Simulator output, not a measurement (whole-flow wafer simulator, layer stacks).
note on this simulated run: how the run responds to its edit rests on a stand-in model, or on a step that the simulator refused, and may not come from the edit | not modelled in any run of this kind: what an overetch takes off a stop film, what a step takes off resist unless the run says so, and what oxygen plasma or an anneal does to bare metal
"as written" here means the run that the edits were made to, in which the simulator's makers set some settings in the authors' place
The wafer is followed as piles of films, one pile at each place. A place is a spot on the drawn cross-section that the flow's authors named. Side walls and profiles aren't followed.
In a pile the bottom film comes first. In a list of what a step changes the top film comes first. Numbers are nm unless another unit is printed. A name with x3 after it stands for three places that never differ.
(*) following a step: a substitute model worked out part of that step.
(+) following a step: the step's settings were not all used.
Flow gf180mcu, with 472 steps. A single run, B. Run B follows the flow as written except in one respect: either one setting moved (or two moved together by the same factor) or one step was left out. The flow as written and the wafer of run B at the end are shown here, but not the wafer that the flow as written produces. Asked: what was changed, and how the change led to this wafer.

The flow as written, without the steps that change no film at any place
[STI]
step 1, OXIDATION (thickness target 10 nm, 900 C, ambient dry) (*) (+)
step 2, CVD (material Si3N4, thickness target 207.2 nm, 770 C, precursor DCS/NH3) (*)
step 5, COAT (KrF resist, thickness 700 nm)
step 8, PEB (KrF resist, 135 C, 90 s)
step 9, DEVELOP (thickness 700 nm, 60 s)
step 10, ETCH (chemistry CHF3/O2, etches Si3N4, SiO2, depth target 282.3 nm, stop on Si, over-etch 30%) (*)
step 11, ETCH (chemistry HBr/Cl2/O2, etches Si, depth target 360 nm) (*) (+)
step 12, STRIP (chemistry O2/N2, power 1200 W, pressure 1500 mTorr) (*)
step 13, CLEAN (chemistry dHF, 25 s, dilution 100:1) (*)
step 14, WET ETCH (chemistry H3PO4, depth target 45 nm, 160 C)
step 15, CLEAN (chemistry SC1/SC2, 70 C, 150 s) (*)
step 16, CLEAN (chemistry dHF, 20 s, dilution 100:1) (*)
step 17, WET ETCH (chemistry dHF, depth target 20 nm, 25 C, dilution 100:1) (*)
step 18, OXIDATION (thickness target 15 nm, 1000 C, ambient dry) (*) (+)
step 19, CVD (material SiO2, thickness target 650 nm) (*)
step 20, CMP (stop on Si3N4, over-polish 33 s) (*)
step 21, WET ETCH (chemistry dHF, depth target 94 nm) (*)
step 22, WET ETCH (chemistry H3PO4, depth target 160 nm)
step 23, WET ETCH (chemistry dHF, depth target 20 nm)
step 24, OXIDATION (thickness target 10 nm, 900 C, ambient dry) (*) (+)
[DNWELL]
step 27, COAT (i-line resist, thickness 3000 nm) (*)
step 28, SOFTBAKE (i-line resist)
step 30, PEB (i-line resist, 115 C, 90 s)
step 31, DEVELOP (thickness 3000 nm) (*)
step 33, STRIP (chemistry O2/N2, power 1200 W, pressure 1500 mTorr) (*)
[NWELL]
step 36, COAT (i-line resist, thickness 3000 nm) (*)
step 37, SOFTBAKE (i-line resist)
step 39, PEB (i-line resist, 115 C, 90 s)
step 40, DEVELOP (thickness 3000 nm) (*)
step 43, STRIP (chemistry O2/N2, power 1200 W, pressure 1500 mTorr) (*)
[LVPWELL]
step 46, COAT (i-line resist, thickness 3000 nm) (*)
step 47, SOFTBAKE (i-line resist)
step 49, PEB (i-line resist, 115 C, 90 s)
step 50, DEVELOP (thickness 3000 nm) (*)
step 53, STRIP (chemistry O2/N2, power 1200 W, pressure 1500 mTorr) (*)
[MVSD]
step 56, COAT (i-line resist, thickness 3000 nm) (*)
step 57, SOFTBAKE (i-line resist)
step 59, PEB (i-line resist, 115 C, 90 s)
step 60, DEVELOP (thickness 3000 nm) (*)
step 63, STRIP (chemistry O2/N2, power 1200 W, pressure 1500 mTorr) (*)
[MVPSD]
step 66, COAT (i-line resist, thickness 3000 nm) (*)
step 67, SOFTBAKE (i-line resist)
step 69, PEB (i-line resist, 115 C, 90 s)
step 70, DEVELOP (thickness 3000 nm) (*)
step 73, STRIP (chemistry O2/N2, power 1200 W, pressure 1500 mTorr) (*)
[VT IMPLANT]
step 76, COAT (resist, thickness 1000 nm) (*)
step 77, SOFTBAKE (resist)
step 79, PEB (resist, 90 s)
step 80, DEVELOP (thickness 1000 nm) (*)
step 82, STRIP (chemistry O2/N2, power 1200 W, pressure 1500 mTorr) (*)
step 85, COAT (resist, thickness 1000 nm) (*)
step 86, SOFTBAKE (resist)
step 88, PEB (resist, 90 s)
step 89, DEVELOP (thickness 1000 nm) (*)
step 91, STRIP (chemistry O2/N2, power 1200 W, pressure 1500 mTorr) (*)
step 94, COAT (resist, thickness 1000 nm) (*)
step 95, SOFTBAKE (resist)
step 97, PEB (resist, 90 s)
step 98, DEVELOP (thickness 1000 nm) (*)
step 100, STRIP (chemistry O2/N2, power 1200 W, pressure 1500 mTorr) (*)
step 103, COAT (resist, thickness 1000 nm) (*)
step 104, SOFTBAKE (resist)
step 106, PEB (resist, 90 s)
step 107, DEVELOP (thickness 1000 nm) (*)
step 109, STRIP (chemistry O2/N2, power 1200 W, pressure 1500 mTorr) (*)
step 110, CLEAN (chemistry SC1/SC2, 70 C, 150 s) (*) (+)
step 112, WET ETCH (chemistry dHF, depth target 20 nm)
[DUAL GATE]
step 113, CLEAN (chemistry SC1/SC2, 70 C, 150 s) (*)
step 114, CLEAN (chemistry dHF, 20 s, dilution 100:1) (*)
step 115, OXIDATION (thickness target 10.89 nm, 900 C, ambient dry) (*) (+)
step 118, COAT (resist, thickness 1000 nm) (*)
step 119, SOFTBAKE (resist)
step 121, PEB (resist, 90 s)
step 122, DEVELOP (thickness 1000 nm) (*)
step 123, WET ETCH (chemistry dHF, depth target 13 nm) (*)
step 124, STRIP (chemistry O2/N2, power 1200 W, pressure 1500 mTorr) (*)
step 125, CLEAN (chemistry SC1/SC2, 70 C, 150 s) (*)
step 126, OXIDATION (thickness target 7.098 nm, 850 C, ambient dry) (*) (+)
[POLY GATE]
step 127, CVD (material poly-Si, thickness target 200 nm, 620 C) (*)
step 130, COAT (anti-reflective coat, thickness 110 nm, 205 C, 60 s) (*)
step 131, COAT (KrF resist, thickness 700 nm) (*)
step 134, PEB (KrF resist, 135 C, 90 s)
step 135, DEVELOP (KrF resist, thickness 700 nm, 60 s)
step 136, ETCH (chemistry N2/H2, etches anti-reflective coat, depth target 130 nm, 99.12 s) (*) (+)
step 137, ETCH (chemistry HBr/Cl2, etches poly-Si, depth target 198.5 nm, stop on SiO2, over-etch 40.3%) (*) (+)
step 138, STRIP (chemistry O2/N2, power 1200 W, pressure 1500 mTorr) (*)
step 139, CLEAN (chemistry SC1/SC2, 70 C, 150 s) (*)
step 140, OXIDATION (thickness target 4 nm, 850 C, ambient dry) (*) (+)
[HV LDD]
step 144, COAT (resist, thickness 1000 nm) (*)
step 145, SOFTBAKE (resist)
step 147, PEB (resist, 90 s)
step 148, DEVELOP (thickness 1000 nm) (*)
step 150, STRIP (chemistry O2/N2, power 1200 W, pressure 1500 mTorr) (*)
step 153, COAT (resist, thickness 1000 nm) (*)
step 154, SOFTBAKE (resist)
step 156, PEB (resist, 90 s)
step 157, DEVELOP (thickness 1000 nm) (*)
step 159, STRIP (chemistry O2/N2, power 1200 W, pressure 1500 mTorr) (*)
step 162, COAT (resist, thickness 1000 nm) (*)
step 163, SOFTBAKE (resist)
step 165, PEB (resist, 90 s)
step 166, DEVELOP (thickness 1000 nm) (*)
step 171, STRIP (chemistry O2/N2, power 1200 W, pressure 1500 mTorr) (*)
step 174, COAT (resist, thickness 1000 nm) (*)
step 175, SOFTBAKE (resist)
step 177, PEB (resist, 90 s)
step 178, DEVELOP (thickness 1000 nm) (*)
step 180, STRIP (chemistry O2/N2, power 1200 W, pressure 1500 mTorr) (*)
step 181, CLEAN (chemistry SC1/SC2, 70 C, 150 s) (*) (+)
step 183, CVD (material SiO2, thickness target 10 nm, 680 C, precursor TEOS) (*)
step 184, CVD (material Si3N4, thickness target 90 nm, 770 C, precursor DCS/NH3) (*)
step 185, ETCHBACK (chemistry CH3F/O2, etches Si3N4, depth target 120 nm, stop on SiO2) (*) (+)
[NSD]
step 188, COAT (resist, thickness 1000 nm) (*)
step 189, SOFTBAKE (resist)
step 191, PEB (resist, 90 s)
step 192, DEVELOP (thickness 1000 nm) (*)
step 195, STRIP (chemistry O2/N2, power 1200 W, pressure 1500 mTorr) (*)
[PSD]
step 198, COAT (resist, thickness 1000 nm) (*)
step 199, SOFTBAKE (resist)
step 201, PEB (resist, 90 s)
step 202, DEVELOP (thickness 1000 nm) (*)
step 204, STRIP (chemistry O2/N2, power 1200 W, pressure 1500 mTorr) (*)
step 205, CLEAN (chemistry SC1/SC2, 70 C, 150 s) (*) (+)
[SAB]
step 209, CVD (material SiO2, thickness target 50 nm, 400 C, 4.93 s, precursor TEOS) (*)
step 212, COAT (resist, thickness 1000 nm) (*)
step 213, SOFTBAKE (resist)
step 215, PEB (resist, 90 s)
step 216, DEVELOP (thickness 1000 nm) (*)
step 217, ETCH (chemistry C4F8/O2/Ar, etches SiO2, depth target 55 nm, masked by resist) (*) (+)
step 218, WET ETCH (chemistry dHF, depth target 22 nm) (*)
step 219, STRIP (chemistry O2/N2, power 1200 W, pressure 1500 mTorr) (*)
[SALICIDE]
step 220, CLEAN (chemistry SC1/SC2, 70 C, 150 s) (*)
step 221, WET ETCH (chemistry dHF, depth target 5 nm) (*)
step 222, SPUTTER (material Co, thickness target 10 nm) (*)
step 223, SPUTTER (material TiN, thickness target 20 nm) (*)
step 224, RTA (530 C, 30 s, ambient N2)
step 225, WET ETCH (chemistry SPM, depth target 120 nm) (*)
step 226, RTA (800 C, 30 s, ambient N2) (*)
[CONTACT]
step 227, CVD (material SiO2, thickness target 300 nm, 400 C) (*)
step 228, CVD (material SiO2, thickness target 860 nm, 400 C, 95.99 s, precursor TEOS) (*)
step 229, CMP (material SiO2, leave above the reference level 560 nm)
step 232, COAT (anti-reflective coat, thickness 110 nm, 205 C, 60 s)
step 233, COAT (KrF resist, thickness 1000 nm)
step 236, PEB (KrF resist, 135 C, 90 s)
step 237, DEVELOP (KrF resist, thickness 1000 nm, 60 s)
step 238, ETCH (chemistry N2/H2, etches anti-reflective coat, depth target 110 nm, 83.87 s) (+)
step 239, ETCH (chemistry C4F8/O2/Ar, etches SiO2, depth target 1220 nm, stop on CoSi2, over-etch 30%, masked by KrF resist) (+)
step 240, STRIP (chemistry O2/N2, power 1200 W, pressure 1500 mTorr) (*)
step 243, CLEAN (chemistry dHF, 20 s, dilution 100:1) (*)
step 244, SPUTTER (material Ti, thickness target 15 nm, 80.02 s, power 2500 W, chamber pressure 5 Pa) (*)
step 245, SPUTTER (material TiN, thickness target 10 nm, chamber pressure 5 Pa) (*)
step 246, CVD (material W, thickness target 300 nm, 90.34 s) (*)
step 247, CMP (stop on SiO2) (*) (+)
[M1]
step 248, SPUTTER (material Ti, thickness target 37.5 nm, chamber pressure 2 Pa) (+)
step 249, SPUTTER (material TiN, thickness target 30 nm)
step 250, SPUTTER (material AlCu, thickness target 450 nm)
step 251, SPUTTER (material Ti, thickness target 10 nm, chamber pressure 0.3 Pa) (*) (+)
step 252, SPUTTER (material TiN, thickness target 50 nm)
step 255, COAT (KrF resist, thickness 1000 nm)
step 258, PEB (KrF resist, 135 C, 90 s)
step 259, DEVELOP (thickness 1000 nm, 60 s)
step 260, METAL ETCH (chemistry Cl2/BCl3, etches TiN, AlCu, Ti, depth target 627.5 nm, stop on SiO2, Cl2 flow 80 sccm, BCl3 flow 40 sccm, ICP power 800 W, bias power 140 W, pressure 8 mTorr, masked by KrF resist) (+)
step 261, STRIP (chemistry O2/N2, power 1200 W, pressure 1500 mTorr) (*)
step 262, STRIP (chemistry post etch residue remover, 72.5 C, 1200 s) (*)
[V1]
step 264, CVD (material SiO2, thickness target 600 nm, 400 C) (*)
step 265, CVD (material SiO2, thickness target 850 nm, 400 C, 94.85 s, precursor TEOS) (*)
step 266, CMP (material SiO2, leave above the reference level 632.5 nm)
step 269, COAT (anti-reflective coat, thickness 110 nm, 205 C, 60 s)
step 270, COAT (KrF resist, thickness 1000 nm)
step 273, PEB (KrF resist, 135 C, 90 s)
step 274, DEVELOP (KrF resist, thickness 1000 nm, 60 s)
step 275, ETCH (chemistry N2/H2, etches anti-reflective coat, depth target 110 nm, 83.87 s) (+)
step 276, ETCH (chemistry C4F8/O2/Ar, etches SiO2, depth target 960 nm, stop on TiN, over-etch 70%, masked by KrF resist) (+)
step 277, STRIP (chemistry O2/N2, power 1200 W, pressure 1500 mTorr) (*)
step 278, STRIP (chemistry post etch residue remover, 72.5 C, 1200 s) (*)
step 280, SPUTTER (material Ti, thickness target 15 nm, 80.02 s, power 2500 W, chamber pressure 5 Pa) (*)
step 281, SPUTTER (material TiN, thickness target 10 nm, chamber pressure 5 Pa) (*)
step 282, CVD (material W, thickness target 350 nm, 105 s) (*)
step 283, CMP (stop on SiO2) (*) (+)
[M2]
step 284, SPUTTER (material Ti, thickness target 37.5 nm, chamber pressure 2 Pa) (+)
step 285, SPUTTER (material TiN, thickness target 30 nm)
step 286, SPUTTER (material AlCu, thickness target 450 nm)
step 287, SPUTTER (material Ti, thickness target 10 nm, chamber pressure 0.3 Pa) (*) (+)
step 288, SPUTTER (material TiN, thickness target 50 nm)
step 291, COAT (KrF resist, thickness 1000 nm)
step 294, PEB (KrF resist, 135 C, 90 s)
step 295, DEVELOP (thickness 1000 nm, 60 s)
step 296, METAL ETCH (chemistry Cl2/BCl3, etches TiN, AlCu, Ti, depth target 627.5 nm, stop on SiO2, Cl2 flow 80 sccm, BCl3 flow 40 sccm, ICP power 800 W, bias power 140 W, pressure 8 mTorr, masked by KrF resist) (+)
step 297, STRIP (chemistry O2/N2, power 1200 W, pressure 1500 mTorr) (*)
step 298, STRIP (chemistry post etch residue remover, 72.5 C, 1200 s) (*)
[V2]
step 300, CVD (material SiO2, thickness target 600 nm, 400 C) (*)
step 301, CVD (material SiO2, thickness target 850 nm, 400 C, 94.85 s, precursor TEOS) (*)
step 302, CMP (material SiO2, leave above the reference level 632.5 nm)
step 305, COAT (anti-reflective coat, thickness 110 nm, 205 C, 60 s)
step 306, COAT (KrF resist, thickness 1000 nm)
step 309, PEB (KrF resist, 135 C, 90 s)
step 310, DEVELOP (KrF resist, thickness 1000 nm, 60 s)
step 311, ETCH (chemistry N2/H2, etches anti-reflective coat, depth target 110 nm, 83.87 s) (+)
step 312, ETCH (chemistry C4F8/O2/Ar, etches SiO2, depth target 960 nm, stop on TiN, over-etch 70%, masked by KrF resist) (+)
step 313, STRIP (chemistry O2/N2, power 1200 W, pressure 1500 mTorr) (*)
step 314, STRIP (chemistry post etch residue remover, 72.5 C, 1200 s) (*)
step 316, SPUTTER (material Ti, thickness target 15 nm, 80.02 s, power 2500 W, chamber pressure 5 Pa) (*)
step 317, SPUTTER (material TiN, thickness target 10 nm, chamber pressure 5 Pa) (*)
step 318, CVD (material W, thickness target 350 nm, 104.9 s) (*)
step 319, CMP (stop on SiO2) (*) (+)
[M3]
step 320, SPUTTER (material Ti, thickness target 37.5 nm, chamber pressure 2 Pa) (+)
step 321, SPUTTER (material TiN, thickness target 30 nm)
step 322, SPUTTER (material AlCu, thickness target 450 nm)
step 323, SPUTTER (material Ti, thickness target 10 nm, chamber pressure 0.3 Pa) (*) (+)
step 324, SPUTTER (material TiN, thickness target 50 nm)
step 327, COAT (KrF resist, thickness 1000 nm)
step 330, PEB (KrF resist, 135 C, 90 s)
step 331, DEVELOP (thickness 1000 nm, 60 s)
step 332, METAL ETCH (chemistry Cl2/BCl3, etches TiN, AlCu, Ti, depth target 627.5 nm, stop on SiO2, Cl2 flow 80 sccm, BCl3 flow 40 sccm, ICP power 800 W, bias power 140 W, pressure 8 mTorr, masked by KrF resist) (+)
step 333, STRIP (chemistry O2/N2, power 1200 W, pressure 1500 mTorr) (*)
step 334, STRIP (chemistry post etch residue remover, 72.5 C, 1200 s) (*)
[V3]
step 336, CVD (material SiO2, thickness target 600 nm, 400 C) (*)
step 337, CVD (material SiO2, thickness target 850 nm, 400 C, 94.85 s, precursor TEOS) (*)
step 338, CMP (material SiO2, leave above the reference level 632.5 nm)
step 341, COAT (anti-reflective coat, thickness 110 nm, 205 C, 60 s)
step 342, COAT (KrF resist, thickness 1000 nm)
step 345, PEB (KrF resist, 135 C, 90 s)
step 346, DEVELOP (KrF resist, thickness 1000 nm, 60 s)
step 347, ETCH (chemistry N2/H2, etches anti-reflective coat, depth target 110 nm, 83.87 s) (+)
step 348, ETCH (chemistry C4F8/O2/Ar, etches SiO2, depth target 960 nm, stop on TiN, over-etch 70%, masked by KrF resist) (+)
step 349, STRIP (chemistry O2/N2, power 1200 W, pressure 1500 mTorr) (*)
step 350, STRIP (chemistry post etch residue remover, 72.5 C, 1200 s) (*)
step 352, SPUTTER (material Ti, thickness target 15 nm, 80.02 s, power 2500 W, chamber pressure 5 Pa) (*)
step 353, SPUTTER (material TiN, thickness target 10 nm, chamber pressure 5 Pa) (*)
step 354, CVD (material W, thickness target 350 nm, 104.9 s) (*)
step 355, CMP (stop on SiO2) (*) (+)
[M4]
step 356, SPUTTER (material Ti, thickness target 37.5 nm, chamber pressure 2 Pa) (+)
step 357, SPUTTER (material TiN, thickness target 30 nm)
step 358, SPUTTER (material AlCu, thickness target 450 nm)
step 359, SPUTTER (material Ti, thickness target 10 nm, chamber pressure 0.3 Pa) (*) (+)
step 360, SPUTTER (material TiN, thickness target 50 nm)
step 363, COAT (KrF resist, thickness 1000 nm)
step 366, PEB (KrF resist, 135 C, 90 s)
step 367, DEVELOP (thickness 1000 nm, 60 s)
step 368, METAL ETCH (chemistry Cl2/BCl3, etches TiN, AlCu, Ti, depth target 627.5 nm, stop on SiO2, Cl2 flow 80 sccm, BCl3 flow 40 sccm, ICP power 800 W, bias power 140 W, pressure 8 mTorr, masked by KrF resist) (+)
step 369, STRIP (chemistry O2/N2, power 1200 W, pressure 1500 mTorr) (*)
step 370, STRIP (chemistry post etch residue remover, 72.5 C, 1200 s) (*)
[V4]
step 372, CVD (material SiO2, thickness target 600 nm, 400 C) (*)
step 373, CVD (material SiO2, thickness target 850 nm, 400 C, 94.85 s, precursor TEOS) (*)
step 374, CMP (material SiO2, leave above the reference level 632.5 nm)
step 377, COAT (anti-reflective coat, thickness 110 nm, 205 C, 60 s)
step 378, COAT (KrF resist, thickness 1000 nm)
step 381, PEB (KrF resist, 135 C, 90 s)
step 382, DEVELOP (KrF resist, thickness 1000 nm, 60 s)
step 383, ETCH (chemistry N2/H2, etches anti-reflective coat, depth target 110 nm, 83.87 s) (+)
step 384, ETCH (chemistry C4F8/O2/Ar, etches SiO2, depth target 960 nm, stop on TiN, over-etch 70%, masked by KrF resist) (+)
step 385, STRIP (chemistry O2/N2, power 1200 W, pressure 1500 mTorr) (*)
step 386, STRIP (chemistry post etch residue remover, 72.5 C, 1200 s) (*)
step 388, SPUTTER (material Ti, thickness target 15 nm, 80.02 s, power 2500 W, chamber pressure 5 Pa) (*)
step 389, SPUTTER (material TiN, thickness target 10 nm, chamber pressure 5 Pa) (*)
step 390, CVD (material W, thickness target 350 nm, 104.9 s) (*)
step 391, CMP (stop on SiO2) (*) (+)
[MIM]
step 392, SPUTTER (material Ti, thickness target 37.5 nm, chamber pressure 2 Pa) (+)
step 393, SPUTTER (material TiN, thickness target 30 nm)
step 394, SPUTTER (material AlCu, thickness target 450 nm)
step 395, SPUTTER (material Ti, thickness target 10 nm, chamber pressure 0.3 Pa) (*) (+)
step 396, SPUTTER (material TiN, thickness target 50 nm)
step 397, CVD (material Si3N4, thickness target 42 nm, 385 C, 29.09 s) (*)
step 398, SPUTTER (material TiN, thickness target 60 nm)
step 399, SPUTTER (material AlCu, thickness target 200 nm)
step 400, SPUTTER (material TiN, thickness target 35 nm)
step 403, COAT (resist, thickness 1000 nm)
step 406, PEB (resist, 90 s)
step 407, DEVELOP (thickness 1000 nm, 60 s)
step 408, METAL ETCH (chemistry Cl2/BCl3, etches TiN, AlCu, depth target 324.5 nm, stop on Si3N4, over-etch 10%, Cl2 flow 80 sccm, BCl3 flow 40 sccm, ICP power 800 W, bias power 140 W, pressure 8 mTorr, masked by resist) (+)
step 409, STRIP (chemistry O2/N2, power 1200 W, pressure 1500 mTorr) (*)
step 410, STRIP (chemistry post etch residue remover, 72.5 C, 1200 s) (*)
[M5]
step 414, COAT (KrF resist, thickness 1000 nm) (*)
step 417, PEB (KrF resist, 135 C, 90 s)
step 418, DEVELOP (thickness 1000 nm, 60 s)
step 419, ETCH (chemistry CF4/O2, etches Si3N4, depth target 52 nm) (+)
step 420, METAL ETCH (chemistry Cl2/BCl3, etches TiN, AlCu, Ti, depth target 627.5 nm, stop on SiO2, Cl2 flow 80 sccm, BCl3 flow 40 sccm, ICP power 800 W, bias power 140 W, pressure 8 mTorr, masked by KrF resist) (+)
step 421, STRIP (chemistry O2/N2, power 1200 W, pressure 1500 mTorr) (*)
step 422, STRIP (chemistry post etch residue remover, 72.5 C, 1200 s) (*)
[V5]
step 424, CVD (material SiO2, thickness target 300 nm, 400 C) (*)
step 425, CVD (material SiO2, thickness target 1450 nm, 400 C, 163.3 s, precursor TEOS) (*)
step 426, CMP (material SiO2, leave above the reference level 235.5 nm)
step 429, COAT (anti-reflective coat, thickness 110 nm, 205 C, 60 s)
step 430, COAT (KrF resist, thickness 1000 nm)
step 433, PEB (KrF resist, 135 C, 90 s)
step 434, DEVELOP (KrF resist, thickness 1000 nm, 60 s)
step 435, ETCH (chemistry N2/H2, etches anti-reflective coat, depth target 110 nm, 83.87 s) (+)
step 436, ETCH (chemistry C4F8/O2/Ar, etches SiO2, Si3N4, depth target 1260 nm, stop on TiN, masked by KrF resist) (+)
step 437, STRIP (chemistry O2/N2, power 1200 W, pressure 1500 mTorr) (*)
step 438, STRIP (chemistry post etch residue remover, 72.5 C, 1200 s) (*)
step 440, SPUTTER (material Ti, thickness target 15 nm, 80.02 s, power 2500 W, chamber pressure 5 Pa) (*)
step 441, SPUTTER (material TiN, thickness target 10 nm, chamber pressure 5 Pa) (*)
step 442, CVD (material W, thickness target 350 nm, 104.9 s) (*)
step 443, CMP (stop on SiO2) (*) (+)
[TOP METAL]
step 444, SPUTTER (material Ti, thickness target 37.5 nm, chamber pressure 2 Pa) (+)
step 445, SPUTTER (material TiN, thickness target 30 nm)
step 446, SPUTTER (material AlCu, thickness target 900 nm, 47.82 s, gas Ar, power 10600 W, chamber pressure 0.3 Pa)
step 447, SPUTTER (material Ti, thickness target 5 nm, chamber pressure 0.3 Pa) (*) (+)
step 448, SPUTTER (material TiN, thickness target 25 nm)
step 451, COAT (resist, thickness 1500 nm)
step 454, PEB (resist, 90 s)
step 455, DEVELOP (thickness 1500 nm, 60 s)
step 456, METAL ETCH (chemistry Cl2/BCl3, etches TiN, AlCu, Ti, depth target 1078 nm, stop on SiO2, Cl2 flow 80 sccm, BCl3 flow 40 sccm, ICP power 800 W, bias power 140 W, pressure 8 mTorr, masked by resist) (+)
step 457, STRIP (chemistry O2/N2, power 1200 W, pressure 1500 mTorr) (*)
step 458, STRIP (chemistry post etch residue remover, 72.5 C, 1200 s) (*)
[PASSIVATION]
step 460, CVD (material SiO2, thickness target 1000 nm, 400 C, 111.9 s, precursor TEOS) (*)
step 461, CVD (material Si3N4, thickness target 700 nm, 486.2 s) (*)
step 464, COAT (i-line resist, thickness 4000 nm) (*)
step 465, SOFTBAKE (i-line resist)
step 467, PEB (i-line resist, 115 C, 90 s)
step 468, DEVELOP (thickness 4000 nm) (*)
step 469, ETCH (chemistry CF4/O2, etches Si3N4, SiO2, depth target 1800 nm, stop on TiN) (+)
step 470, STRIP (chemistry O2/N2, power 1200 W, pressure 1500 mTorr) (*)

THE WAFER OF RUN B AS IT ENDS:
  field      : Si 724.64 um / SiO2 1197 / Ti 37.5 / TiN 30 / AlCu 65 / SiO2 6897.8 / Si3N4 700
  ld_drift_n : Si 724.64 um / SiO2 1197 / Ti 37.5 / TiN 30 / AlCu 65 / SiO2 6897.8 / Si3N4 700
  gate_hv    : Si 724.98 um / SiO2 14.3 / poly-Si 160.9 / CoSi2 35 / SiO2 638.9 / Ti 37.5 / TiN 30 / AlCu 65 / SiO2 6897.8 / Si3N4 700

The reason: step 260, METAL ETCH: depth target 439.3 nm was run, whereas the flow has depth target 627.5 nm.

How this came from the change, step by step:
  step 260, METAL ETCH (chemistry Cl2/BCl3, etches TiN, AlCu, Ti, depth target 627.5 nm, stop on SiO2, Cl2 flow 80 sccm, BCl3 flow 40 sccm, ICP power 800 W, bias power 140 W, pressure 8 mTorr, masked by KrF resist) (+)
      field, field__w1, field__w2 and 99 more: TiN loses 50 (all of it), Ti loses 10 (all of it), AlCu loses 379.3 (in the flow as written it would be: TiN loses 50 (all of it), Ti loses 10 (all of it), AlCu loses 450 (all of it), TiN loses 30 (all of it), Ti loses 37.5 (all of it))
      field__w8, contact, m1 and 6 more: KrF resist loses 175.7 (in the flow as written it would be: KrF resist loses 251)
  step 261, STRIP (chemistry O2/N2, power 1200 W, pressure 1500 mTorr) (*)
      field__w8, contact, m1 and 6 more: KrF resist loses 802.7 (all of it) (in the flow as written it would be: KrF resist loses 727.4 (all of it))
  step 262, STRIP (chemistry post etch residue remover, 72.5 C, 1200 s) (*)
      field, field__w1, field__w2 and 99 more: AlCu loses 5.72 (in the flow as written it would be: nothing)
  step 264, CVD (material SiO2, thickness target 600 nm, 400 C) (*)
      field, field__w1, field__w2 and 99 more: SiO2 gains 600 (new film) (in the flow as written it would be: SiO2 gains 600)
  step 266, CMP (material SiO2, leave above the reference level 632.5 nm)
      field, field__w1, field__w2 and 99 more: SiO2 loses 432.5 (in the flow as written it would be: SiO2 loses 300)
If metal films that touch count as one body, field has 1 body; the flow as written gives 0 bodies.
If metal films that touch count as one body, ld_drift_n has 1 body; the flow as written gives 0 bodies.
If metal films that touch count as one body, gate_hv has 2 bodies (between them, from the top down: SiO2 638.9); the flow as written gives 1 body.
